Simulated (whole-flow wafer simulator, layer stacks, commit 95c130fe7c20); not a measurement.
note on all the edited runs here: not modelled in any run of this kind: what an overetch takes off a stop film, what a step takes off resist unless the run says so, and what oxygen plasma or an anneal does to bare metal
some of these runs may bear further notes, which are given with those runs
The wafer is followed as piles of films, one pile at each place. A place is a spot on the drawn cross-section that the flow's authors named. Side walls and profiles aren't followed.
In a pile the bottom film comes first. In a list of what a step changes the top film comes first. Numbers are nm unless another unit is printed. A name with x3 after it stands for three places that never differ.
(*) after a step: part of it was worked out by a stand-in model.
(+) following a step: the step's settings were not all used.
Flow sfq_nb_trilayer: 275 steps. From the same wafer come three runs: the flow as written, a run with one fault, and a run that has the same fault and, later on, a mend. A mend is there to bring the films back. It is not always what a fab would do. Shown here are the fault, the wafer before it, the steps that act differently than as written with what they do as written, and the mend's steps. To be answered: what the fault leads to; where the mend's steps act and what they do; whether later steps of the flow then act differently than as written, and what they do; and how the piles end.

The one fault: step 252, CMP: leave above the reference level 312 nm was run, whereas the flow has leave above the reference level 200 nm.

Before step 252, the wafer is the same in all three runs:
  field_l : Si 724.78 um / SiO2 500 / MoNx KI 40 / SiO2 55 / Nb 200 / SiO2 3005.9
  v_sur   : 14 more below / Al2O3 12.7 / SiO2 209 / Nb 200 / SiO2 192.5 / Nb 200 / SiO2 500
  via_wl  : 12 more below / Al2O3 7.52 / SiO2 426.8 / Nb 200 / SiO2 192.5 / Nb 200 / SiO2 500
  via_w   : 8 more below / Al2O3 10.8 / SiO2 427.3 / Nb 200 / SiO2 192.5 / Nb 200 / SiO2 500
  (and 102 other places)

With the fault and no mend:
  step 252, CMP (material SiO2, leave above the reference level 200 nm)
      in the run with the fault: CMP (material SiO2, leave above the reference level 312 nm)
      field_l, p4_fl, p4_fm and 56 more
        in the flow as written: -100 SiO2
        in the run with the fault: nothing
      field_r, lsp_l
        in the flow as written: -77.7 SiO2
        in the run with the fault: nothing
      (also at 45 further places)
  Steps further on in the flow that do not act as written (not shown: 5 more steps that differ only slightly, by at most 2% or 0.5 nm, whichever is larger):
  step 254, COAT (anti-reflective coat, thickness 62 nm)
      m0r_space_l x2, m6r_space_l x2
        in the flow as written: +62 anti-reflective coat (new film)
        in the run with the fault: +63.7 anti-reflective coat (new film)
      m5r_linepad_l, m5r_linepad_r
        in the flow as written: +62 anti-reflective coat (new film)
        in the run with the fault: +67.5 anti-reflective coat (new film)
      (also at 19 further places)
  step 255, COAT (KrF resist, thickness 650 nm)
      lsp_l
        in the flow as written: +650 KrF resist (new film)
        in the run with the fault: +664.5 KrF resist (new film)
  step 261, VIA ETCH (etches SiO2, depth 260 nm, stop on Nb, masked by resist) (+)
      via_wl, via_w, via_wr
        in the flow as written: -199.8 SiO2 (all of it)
        in the run with the fault: -260 SiO2
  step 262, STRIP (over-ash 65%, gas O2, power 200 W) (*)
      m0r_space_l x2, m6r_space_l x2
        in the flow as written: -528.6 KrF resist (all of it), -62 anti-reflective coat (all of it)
        in the run with the fault: -530.4 KrF resist (all of it), -63.7 anti-reflective coat (all of it)
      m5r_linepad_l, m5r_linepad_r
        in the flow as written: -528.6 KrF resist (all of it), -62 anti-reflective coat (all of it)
        in the run with the fault: -526.7 KrF resist (all of it), -67.5 anti-reflective coat (all of it)
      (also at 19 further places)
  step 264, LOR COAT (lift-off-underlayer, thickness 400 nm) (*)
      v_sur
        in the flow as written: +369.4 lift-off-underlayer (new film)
        in the run with the fault: +358.1 lift-off-underlayer (new film)
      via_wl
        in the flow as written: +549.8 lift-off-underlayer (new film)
        in the run with the fault: +590.9 lift-off-underlayer (new film)
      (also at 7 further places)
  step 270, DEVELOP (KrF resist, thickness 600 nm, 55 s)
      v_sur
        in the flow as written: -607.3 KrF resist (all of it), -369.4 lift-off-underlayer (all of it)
        in the run with the fault: -607.1 KrF resist (all of it), -358.1 lift-off-underlayer (all of it)
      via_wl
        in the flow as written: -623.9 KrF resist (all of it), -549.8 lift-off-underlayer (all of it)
        in the run with the fault: -630.9 KrF resist (all of it), -590.9 lift-off-underlayer (all of it)
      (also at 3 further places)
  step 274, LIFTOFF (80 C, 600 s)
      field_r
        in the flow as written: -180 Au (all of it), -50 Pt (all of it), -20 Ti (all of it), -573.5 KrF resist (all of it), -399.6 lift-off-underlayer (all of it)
        in the run with the fault: -180 Au (all of it), -50 Pt (all of it), -20 Ti (all of it), -576.8 KrF resist (all of it), -421.5 lift-off-underlayer (all of it)
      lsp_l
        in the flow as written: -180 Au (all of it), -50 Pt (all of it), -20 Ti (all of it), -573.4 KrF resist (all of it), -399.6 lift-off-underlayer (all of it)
        in the run with the fault: -180 Au (all of it), -50 Pt (all of it), -20 Ti (all of it), -577.7 KrF resist (all of it), -420.2 lift-off-underlayer (all of it)
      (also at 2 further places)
  The piles end different from the flow's at field_l, v_sur, via_wl and 103 more by more than 2% or 0.5 nm, whichever is larger.
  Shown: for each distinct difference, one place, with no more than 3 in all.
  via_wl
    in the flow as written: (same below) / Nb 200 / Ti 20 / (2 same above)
    in the run with the fault: (same below) / Nb 200 / SiO2 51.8 / Ti 20 / (2 same above)
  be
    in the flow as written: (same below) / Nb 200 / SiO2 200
    in the run with the fault: (same below) / Nb 200 / SiO2 312
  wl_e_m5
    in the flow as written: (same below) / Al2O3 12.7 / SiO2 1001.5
    in the run with the fault: (same below) / Al2O3 12.7 / SiO2 1101.5

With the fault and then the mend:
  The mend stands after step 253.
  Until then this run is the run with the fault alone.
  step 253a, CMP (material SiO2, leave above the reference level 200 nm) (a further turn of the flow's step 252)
      field_l, p4_fl, p4_fm and 56 more
        -100 SiO2
      v_sur, via_wl, via_w and 40 more
        -112 SiO2
      field_r, lsp_l
        -77.7 SiO2
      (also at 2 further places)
  Later steps of the flow that are run all act as written at every place that is followed.
  By the end, the piles equal the flow's at every place that both follow.
